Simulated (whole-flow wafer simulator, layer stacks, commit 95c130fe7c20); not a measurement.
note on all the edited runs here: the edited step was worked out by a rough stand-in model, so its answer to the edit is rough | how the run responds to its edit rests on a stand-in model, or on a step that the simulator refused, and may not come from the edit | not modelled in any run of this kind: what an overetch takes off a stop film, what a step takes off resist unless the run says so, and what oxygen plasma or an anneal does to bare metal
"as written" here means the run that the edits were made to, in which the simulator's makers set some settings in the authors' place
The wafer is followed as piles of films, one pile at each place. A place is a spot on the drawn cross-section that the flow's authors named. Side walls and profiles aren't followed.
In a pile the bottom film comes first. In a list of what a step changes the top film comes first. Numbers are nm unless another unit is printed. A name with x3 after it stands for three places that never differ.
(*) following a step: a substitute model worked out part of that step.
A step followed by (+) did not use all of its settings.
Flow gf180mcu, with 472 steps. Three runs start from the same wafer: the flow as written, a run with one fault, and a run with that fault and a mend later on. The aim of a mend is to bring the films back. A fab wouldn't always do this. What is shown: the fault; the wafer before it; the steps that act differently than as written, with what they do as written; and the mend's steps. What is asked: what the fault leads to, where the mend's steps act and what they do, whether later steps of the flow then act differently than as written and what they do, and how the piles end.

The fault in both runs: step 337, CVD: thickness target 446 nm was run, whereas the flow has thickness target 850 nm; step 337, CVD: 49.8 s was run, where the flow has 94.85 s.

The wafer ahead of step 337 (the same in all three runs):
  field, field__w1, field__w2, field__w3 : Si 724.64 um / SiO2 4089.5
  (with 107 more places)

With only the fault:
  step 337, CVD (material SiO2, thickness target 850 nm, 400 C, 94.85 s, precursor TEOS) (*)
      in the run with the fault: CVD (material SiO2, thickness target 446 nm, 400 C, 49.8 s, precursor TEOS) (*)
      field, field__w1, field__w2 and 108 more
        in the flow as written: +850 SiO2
        in the run with the fault: +454.9 SiO2
  Later steps of the flow acting differently than as written (3 other steps are not shown; they differ only slightly, by no more than 2% or 0.5 nm, whichever is larger):
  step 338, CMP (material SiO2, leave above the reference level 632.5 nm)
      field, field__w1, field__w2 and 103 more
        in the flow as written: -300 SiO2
        in the run with the fault: nothing
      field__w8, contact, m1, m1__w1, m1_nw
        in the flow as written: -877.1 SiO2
        in the run with the fault: -482 SiO2
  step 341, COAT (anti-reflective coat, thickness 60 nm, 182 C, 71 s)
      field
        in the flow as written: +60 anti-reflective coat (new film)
        in the run with the fault: +98.2 anti-reflective coat (new film)
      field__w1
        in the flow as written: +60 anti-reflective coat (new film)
        in the run with the fault: +83.1 anti-reflective coat (new film)
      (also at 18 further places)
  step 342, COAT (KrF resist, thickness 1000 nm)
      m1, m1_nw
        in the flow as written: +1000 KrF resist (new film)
        in the run with the fault: +953.1 KrF resist (new film)
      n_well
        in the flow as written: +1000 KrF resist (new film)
        in the run with the fault: +977.5 KrF resist (new film)
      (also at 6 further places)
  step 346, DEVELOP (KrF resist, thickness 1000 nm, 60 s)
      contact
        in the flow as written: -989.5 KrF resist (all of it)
        in the run with the fault: -950.3 KrF resist (all of it)
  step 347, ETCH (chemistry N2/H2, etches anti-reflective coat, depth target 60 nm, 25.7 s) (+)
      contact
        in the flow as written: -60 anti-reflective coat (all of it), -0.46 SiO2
        in the run with the fault: -23.4 anti-reflective coat (all of it), -1.4 SiO2
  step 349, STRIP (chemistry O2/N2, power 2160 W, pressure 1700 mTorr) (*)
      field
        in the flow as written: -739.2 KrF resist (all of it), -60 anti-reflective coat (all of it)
        in the run with the fault: -723 KrF resist (all of it), -98.2 anti-reflective coat (all of it)
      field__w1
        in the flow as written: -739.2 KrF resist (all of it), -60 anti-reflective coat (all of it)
        in the run with the fault: -720.7 KrF resist (all of it), -83.1 anti-reflective coat (all of it)
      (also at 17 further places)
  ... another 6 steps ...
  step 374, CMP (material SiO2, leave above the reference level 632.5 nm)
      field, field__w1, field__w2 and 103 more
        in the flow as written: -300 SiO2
        in the run with the fault: -287.7 SiO2
  By the end, the piles at field, field__w1, field__w2 and 109 more depart from the flow's by more than 2% or 0.5 nm, whichever is larger.
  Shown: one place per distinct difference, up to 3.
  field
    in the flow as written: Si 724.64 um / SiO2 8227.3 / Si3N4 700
    in the run with the fault: Si 724.64 um / SiO2 4544.4 / Ti 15 / TiN 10 / W 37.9 / SiO2 3603.9 / Si3N4 700
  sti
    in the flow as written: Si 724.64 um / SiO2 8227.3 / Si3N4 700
    in the run with the fault: Si 724.64 um / SiO2 4544.3 / Ti 15 / TiN 10 / W 37.9 / SiO2 3603.9 / Si3N4 700
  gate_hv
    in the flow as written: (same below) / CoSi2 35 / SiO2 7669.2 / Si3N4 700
    in the run with the fault: (same below) / CoSi2 35 / SiO2 3986.2 / Ti 15 / TiN 10 / W 37.9 / SiO2 3603.9 / Si3N4 700

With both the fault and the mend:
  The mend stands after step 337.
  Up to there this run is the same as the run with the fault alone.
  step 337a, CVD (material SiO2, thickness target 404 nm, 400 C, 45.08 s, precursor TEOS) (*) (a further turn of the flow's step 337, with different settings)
      field, field__w1, field__w2 and 108 more
        +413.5 SiO2
  Later steps of the flow acting differently than as written:
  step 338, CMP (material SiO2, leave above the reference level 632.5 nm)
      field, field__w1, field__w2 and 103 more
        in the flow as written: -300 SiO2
        in the run with the mend: -318.4 SiO2
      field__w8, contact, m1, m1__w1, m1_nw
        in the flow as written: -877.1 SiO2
        in the run with the mend: -895.4 SiO2
  By the end, the piles equal the flow's at every place that both follow.
